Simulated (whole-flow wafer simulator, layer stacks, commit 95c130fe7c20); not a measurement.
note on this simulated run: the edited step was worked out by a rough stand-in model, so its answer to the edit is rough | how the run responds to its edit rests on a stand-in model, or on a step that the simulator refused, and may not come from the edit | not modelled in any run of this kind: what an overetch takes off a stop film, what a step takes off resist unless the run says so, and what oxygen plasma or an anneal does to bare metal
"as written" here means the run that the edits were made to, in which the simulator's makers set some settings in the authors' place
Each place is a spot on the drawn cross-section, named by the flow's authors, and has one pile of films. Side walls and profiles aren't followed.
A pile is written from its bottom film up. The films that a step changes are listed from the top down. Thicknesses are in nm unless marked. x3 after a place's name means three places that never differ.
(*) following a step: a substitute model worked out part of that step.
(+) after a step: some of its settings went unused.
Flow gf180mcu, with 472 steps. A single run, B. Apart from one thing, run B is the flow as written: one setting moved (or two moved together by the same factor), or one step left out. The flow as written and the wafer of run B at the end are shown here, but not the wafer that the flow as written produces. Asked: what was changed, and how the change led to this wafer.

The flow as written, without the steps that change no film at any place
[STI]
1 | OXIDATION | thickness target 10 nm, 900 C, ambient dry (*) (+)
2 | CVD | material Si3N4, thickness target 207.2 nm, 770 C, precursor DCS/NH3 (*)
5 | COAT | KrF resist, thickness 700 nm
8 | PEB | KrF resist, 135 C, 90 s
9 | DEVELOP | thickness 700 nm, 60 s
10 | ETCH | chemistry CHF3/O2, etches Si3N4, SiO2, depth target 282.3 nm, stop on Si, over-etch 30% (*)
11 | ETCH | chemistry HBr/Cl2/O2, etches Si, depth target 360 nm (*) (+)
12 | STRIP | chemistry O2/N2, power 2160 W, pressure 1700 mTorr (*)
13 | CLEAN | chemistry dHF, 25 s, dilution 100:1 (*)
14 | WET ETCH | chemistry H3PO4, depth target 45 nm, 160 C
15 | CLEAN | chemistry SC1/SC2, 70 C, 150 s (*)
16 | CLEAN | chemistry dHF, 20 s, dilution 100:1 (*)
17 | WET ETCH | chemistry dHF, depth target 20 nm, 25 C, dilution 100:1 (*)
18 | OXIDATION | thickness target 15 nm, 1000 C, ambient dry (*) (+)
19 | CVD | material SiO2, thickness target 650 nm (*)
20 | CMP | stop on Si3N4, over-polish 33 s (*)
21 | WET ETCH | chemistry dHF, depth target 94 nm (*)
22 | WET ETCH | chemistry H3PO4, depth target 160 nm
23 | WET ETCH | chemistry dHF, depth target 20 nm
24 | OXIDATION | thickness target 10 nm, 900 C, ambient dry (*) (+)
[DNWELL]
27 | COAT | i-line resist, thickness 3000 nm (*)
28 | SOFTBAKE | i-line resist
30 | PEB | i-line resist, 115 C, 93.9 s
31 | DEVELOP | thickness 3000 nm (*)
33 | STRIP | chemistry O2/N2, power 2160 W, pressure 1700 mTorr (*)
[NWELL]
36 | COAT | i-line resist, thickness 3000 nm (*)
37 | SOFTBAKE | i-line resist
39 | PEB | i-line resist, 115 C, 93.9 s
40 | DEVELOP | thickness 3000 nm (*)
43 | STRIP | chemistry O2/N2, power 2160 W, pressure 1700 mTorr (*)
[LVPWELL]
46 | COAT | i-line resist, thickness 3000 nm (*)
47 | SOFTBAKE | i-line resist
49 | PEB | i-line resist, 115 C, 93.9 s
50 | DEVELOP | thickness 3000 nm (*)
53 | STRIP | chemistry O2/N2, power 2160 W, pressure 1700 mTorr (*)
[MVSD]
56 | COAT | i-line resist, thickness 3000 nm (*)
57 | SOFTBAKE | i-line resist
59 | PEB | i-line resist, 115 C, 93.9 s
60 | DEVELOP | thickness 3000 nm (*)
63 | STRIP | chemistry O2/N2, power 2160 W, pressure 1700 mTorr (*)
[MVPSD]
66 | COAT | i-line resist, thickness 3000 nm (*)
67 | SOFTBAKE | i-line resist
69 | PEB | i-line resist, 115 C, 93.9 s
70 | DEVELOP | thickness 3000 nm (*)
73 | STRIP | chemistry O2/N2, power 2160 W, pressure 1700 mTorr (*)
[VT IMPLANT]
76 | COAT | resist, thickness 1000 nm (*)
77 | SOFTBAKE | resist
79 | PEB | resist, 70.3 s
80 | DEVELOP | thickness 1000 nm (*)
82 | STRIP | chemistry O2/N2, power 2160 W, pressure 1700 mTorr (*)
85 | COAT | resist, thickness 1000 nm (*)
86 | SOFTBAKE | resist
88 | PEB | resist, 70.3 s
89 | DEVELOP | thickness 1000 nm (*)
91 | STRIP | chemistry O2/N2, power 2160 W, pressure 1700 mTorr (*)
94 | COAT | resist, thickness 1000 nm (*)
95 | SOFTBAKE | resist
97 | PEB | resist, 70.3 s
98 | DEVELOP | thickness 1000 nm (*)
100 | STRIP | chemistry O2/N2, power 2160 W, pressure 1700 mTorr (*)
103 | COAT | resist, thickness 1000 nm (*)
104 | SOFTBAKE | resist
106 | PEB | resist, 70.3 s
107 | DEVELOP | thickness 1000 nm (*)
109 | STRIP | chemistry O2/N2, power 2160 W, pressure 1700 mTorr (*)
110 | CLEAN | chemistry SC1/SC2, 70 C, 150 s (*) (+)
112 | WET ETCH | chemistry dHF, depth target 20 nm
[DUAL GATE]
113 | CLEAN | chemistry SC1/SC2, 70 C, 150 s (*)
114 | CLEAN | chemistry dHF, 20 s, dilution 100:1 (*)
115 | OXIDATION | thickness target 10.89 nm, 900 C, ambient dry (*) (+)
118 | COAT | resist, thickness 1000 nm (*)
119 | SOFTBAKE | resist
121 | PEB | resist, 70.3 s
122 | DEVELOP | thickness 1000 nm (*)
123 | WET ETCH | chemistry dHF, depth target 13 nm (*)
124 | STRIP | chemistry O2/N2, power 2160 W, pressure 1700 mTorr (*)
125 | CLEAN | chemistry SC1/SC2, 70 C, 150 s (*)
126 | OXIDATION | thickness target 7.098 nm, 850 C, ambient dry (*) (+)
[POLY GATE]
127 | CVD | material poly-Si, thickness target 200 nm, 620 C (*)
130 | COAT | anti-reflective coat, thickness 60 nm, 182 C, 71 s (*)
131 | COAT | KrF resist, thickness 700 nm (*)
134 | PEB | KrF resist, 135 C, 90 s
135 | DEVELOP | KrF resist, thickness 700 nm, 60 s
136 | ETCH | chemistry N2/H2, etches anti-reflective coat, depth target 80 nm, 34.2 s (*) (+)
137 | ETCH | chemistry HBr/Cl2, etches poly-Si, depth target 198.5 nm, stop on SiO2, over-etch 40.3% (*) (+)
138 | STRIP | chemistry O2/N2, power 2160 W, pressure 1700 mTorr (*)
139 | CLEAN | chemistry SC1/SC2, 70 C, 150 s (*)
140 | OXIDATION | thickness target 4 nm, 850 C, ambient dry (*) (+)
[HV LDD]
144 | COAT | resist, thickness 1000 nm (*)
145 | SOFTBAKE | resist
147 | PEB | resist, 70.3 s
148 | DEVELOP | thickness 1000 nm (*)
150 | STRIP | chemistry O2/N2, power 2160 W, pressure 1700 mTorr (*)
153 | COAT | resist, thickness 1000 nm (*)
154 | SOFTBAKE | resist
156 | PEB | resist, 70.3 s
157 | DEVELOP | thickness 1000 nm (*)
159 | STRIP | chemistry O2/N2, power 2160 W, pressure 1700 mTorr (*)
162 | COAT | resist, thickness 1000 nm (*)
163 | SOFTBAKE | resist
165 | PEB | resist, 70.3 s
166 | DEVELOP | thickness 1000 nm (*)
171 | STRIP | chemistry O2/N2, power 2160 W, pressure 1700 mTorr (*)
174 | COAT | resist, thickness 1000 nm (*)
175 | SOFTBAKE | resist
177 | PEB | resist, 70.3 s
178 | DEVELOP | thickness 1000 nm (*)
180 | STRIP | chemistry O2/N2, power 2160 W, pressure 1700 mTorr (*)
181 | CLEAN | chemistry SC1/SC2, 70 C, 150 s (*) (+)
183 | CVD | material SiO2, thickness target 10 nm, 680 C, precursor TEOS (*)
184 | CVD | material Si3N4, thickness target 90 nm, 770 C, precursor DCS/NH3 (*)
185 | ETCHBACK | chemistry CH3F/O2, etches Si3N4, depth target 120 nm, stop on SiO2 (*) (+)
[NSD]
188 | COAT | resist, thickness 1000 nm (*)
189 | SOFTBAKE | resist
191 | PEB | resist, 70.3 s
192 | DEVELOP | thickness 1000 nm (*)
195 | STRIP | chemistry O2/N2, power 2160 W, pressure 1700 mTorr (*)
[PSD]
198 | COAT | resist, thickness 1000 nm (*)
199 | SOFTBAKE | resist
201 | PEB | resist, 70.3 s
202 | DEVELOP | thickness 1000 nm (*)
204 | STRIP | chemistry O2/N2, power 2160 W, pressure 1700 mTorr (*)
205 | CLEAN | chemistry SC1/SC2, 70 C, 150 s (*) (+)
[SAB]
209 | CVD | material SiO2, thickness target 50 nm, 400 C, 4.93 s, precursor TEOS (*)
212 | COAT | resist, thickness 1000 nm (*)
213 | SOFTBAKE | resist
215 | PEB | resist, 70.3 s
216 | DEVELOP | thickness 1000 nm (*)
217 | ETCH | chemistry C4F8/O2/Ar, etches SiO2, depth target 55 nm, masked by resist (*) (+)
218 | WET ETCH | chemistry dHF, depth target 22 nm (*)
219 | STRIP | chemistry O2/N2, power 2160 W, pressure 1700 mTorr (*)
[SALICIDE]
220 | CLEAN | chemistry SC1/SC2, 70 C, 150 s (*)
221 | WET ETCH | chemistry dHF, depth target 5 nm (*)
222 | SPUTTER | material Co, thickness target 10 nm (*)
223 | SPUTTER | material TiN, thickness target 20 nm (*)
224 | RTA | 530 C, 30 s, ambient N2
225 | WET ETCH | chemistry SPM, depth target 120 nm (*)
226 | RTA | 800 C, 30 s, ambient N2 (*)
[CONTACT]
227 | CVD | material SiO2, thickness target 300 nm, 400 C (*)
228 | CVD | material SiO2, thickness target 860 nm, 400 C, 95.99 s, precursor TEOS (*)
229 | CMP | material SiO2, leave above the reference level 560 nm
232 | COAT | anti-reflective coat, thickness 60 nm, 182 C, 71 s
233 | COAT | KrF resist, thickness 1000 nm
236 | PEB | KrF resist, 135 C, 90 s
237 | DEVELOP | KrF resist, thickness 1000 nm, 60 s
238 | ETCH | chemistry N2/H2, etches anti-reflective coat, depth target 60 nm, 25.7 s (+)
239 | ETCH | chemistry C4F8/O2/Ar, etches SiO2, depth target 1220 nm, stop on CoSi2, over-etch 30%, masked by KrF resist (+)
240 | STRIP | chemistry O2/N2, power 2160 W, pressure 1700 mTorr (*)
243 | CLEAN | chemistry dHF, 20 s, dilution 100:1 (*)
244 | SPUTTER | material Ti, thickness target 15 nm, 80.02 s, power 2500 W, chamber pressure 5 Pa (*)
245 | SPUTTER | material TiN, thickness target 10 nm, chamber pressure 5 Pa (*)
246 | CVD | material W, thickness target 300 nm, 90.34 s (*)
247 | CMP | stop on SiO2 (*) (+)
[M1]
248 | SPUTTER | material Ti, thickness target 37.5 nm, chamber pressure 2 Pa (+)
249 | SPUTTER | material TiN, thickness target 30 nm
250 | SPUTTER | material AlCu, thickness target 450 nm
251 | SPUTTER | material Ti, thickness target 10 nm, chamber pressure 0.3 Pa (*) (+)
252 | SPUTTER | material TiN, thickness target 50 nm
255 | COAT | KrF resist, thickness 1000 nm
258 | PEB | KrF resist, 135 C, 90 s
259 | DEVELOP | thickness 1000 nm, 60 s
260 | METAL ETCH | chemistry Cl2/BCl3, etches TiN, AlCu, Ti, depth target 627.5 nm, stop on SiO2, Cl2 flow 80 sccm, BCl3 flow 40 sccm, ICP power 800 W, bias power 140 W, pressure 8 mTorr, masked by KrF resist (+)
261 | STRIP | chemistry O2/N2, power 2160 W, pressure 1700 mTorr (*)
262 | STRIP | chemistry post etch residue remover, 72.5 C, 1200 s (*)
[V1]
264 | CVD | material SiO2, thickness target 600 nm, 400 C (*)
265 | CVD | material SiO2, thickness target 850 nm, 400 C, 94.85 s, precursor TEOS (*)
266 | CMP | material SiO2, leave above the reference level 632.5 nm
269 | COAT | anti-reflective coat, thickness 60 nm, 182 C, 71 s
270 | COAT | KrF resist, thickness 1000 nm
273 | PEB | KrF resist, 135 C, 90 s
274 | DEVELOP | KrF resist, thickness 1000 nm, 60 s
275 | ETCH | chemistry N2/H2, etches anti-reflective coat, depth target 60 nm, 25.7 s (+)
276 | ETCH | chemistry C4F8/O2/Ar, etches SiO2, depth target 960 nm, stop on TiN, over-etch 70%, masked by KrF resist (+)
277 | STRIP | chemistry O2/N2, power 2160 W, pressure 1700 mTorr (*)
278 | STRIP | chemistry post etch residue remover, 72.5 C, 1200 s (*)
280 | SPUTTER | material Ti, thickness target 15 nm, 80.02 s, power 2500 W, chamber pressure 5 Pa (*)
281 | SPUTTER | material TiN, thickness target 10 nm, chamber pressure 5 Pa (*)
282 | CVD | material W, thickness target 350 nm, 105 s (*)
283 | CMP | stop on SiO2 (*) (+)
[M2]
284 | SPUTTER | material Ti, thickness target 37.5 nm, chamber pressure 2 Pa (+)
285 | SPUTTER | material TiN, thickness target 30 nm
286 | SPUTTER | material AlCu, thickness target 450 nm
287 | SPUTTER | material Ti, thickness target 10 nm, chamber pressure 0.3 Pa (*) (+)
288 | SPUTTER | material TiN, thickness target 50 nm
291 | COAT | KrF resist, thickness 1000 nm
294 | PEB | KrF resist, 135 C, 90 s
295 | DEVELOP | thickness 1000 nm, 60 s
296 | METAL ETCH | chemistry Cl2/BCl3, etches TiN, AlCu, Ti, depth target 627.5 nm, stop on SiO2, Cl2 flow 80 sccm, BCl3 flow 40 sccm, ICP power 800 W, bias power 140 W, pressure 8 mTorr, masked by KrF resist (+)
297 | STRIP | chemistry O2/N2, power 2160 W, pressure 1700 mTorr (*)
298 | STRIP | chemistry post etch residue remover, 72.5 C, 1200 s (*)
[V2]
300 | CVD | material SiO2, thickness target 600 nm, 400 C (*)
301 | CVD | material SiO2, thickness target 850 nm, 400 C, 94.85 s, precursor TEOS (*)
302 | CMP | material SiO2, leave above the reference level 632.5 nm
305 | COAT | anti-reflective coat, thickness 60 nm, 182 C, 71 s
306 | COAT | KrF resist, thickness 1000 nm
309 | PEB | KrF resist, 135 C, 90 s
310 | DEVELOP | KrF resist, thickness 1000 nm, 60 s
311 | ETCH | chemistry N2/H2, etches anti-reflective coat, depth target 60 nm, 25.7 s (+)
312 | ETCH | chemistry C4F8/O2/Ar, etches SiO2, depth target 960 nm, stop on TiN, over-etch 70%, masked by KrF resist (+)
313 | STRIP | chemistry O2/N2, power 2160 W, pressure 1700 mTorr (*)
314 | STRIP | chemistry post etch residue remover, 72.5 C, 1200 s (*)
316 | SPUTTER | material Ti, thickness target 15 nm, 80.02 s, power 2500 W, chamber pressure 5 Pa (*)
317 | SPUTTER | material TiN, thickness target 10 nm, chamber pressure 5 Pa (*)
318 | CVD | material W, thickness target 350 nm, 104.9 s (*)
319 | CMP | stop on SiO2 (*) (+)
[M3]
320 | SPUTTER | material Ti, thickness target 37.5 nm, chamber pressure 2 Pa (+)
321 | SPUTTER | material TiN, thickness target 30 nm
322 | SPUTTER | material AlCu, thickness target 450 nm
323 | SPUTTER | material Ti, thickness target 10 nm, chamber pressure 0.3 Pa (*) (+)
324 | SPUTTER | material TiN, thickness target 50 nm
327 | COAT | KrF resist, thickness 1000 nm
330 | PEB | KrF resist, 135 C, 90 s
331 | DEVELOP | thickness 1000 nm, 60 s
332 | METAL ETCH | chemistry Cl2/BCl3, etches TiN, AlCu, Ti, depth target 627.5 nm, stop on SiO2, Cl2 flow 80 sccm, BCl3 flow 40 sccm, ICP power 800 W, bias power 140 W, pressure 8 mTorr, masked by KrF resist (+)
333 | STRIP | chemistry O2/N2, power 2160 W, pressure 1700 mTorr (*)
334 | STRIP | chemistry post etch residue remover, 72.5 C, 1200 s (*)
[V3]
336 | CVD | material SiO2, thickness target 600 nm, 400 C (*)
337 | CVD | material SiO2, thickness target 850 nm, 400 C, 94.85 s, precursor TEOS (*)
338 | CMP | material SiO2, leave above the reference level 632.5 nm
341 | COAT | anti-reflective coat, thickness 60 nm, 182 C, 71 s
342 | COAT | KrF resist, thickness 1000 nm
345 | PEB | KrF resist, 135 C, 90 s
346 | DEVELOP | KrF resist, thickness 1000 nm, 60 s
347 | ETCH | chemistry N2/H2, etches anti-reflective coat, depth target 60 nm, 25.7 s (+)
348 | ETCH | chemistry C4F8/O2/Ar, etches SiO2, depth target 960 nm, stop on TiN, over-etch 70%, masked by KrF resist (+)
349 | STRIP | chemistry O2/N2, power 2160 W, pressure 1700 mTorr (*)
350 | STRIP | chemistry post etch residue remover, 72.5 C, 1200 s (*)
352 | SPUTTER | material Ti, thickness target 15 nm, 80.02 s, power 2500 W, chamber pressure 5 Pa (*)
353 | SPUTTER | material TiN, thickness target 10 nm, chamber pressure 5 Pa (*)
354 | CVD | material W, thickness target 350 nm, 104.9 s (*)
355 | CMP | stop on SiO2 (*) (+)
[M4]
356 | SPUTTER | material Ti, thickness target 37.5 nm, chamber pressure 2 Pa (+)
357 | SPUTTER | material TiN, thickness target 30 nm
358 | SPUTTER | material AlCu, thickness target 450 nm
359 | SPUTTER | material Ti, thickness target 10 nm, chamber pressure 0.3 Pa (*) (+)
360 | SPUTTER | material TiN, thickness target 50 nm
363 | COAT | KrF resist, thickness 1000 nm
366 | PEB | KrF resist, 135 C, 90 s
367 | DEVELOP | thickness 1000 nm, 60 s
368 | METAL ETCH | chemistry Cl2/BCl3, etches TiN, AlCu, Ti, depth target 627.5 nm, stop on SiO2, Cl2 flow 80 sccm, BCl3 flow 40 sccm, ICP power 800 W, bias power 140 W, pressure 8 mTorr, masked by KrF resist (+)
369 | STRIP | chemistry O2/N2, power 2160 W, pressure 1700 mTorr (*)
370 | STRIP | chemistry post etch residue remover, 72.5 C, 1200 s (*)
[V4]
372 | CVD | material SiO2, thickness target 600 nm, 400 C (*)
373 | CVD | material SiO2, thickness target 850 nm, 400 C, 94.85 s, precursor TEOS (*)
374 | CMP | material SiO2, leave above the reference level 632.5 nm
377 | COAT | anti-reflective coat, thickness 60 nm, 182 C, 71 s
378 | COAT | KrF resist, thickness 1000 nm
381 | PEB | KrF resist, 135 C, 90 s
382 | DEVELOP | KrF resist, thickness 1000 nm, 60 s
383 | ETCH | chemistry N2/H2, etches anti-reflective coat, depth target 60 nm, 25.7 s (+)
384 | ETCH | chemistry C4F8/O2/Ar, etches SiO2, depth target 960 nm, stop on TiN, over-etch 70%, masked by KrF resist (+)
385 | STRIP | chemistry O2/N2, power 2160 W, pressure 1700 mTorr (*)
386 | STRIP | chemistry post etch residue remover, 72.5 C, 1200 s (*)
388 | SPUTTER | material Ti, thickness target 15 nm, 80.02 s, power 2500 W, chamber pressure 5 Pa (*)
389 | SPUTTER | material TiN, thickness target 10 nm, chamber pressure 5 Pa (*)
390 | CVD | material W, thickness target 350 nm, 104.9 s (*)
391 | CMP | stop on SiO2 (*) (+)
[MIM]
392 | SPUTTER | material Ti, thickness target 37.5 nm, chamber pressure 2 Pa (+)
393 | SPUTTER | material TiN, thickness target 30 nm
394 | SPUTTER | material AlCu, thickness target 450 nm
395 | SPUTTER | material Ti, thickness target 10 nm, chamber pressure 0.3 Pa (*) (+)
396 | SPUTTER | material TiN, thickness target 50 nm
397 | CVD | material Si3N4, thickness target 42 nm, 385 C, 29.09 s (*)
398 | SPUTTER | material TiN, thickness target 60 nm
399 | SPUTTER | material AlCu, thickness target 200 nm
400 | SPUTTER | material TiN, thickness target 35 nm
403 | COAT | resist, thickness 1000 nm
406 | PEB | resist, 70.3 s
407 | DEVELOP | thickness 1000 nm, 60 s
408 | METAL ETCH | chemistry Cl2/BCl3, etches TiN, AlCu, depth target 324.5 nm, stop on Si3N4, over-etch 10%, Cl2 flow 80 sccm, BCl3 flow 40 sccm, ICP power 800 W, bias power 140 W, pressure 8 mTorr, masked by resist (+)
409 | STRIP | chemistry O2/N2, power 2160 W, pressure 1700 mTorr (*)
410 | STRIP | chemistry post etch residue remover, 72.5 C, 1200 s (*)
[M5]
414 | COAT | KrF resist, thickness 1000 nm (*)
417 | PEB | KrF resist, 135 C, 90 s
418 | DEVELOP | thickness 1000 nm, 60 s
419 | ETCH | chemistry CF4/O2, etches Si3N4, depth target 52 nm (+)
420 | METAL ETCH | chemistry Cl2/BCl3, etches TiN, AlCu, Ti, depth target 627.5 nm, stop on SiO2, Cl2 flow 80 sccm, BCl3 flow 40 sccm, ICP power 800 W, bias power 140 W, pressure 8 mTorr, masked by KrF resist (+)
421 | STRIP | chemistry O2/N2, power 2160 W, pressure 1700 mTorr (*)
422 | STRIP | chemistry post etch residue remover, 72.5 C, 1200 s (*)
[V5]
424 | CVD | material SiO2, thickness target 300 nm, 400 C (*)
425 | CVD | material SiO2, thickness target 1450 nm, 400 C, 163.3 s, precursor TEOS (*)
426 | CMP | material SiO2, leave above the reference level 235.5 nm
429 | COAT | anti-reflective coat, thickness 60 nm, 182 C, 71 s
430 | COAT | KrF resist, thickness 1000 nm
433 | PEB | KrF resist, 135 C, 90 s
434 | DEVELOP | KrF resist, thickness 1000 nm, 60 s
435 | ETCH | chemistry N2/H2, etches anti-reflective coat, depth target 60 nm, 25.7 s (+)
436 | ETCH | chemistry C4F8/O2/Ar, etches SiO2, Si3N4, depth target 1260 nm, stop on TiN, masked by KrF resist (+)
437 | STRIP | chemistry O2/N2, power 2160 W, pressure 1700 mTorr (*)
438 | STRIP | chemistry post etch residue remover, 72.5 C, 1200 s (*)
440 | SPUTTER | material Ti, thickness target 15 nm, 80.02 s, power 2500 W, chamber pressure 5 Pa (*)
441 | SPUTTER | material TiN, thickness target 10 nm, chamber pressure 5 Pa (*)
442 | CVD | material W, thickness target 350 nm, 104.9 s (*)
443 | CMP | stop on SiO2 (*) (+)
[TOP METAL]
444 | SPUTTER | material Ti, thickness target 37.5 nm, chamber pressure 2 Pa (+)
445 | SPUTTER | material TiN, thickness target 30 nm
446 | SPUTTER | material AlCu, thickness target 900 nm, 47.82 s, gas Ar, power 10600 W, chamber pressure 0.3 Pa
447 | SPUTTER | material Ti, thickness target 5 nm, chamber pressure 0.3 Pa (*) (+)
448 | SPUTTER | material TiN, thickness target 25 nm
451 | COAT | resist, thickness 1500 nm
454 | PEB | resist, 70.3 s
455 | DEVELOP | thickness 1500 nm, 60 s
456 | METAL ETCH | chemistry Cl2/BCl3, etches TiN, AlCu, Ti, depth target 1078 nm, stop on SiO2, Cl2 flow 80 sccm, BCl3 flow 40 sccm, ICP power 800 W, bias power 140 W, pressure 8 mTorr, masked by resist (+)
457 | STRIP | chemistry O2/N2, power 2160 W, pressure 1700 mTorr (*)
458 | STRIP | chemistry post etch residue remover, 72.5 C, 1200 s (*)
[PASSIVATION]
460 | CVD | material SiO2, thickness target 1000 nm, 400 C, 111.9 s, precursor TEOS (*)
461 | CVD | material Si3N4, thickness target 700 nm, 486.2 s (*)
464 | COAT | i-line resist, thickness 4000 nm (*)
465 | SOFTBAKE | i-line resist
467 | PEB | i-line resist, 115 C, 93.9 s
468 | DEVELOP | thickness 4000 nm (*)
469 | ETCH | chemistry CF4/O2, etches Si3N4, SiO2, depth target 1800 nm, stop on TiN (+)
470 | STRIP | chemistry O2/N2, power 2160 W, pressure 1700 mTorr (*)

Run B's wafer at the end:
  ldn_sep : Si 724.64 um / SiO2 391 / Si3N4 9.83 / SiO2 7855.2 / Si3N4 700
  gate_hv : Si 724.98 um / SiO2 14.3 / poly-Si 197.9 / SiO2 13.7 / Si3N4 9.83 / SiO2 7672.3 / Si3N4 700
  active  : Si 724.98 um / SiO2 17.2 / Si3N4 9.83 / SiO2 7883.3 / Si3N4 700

Cause: step 184, CVD: thickness target 134 nm was run, while the flow as written has thickness target 90 nm.

The path from the change to this, step by step:
  184 | CVD | material Si3N4, thickness target 90 nm, 770 C, precursor DCS/NH3 (*)
      field, field__w1, field__w2 and 101 more: Si3N4 gains 134 (new film) (it would be, as written: Si3N4 gains 90 (new film))
  185 | ETCHBACK | chemistry CH3F/O2, etches Si3N4, depth target 120 nm, stop on SiO2 (*) (+)
      field, field__w1, field__w2 and 100 more: Si3N4 loses 120 (it would be, as written: Si3N4 loses 90 (all of it), SiO2 loses 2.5)
  188 | COAT | resist, thickness 1000 nm (*)
      spacer: resist gains 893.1 (new film) (it would be, as written: resist gains 920.2 (new film))
  189 | SOFTBAKE | resist
      field__w9: resist loses 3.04 (it would be, as written: resist gains 6.92)
      field__w11: resist loses 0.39 (it would be, as written: resist gains 0.14)
      (as well as at 26 more places)
  192 | DEVELOP | thickness 1000 nm (*)
      spacer: resist loses 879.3 (all of it) (it would be, as written: resist loses 905.9 (all of it))
  198 | COAT | resist, thickness 1000 nm (*)
      spacer: resist gains 893.1 (new film) (it would be, as written: resist gains 920.2 (new film))
  199 | SOFTBAKE | resist
      field__w9: resist loses 3.04 (it would be, as written: resist gains 6.92)
      field__w11: resist loses 0.39 (it would be, as written: resist gains 0.14)
      (as well as at 27 more places)
  204 | STRIP | chemistry O2/N2, power 2160 W, pressure 1700 mTorr (*)
      spacer: resist loses 879.3 (all of it) (it would be, as written: resist loses 905.9 (all of it))
  205 | CLEAN | chemistry SC1/SC2, 70 C, 150 s (*) (+)
      field, field__w1, field__w2 and 105 more: Si3N4 loses 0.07 (it would be, as written: SiO2 loses 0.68)
  209 | CVD | material SiO2, thickness target 50 nm, 400 C, 4.93 s, precursor TEOS (*)
      field, field__w7, field__w8 and 73 more: SiO2 gains 50 (new film) (it would be, as written: SiO2 gains 50)
      field_sub__w1, field_sub__w3, field_sub__w4, field_sub__w5, ld_drift_n: SiO2 gains 48.8 (new film) (it would be, as written: SiO2 gains 48.9)
      (as well as at 27 more places)
  212 | COAT | resist, thickness 1000 nm (*)
      spacer: resist gains 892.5 (new film) (it would be, as written: resist gains 919.4 (new film))
  213 | SOFTBAKE | resist
      npoly_sal: resist gains 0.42 (it would be, as written: resist loses 0.55)
      field__w1: resist gains 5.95 (it would be, as written: resist gains 5.43)
      (as well as at 15 more places)
  216 | DEVELOP | thickness 1000 nm (*)
      spacer: resist loses 878.8 (all of it) (it would be, as written: resist loses 905.1 (all of it))
  217 | ETCH | chemistry C4F8/O2/Ar, etches SiO2, depth target 55 nm, masked by resist (*) (+)
      field, field__w7, field__w8 and 70 more: SiO2 loses 50 (all of it), Si3N4 loses 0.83 (it would be, as written: SiO2 loses 55)
      field_sub__w1, field_sub__w3, field_sub__w4, field_sub__w5, ld_drift_n: SiO2 loses 48.8 (all of it), Si3N4 loses 1.04 (it would be, as written: SiO2 loses 55)
      (as well as at 21 more places)
  218 | WET ETCH | chemistry dHF, depth target 22 nm (*)
      gate, gate_hv, gate_p and 23 more: Si3N4 loses 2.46 (it would be, as written: SiO2 loses 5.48 (all of it))
      field, field__w10, sti and 14 more: Si3N4 loses 2.46 (it would be, as written: SiO2 loses 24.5)
      (as well as at 56 more places)
  219 | STRIP | chemistry O2/N2, power 2160 W, pressure 1700 mTorr (*)
      gate, gate_hv, gate_p and 23 more: nothing (it would be, as written: chemical SiO2 gains 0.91 (new film), poly-Si loses 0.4)
      active, p_well, sd_n and 20 more: nothing (it would be, as written: chemical SiO2 gains 0.91 (new film), Si loses 0.4)
  ... another 14 steps ...
  471 | ANNEAL | 400 C, 1800 s, ambient N2/H2
      polyc_n, polyc_p: under 9 films: void gains 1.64 (new film), Ti loses 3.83, TiSi first gains 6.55 (new film), poly-Si loses 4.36 (it would be, as written: nothing)
      contact: under 49 films: void gains 1.62 (new film), Ti loses 3.83, TiSi first gains 6.55 (new film), Si loses 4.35 (it would be, as written: nothing)
With metal films that touch counted as one body, gate_hv has 0 bodies; the flow as written gives 1 body.
With metal films that touch counted as one body, active has 0 bodies; the flow as written gives 1 body.
